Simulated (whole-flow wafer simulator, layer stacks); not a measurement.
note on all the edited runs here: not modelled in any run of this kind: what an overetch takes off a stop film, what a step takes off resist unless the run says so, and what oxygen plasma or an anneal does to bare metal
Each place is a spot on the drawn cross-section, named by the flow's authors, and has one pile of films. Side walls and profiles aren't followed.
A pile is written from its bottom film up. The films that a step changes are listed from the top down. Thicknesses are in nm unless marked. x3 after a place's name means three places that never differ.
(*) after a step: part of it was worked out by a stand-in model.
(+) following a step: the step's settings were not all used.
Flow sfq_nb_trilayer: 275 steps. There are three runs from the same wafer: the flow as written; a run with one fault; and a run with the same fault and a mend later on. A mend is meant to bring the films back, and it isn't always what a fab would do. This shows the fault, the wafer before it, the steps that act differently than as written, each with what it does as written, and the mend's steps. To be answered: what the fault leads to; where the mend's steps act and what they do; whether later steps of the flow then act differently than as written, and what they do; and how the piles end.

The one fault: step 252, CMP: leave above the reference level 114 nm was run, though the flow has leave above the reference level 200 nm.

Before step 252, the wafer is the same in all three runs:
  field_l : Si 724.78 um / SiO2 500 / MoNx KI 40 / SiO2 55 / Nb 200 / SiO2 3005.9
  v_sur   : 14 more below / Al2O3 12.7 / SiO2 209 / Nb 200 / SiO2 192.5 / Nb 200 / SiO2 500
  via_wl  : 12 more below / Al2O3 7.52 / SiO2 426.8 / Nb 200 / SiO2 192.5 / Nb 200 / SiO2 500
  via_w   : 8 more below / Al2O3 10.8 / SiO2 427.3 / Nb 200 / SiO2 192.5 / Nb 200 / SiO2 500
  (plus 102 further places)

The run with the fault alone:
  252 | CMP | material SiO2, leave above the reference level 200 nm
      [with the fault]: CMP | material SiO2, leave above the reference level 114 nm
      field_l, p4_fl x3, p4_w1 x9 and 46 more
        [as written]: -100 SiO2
        [with the fault]: -186 SiO2
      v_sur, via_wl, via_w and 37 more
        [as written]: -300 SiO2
        [with the fault]: -386 SiO2
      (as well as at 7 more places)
  Later steps of the flow acting differently than as written (2 other steps are not shown; they differ only slightly, by no more than 2% or 0.5 nm, whichever is larger):
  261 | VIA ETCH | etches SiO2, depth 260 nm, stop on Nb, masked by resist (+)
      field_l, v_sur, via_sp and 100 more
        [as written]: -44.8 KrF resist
        [with the fault]: -29.4 KrF resist
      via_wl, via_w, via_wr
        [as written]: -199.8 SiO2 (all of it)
        [with the fault]: -113.8 SiO2 (all of it)
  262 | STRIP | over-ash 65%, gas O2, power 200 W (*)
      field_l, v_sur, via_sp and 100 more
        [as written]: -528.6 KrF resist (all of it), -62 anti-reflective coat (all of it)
        [with the fault]: -544 KrF resist (all of it), -62 anti-reflective coat (all of it)
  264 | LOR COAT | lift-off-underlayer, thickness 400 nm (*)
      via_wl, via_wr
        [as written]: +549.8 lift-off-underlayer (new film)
        [with the fault]: +485.4 lift-off-underlayer (new film)
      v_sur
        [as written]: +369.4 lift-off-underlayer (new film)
        [with the fault]: +382.6 lift-off-underlayer (new film)
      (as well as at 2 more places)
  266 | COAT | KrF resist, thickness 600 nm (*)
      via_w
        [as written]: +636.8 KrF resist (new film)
        [with the fault]: +621 KrF resist (new film)
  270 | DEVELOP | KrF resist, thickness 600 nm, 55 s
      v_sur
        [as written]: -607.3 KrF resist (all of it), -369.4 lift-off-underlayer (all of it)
        [with the fault]: -603.6 KrF resist (all of it), -382.6 lift-off-underlayer (all of it)
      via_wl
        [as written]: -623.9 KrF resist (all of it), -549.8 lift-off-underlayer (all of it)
        [with the fault]: -613.1 KrF resist (all of it), -485.4 lift-off-underlayer (all of it)
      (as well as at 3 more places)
  At field_l, v_sur, via_sp and 100 more, the piles at the end differ from the flow's by more than 2% or 0.5 nm, whichever is larger.
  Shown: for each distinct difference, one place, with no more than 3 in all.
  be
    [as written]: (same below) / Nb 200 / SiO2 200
    [with the fault]: (same below) / Nb 200 / SiO2 114
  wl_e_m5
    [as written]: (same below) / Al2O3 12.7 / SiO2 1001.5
    [with the fault]: (same below) / Al2O3 12.7 / SiO2 915.5
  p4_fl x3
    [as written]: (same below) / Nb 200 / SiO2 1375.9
    [with the fault]: (same below) / Nb 200 / SiO2 1289.9

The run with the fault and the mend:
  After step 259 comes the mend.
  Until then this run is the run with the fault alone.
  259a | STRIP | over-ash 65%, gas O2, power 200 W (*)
      field_l, v_sur, via_sp and 100 more
        -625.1 KrF resist (all of it), -62 anti-reflective coat (all of it)
      via_wl, via_w, via_wr
        -62 anti-reflective coat (all of it)
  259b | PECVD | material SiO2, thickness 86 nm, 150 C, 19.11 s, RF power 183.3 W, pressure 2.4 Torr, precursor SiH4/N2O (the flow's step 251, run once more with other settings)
      field_l, v_sur, via_wl and 103 more
        +86 SiO2
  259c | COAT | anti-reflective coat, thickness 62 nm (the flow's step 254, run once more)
      field_l, v_sur, via_wl and 103 more
        +62 anti-reflective coat (new film)
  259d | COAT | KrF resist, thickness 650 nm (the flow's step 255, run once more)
      field_l, v_sur, via_wl and 103 more
        +650 KrF resist (new film)
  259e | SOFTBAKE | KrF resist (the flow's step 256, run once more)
      leaves every film unchanged at each place that is followed
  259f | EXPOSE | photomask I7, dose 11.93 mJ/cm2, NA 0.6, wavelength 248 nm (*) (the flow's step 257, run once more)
      leaves every film unchanged at each place that is followed
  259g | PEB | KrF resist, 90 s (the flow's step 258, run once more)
      field_l, v_sur, via_wl and 103 more
        -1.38 KrF resist
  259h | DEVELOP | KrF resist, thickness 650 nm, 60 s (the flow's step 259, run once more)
      field_l, v_sur, via_sp and 100 more
        -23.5 KrF resist
      via_wl, via_w, via_wr
        -648.6 KrF resist (all of it)
  Later steps of the flow that are run all act as written at every place that is followed.
  By the end, the piles equal the flow's at every place that both follow.
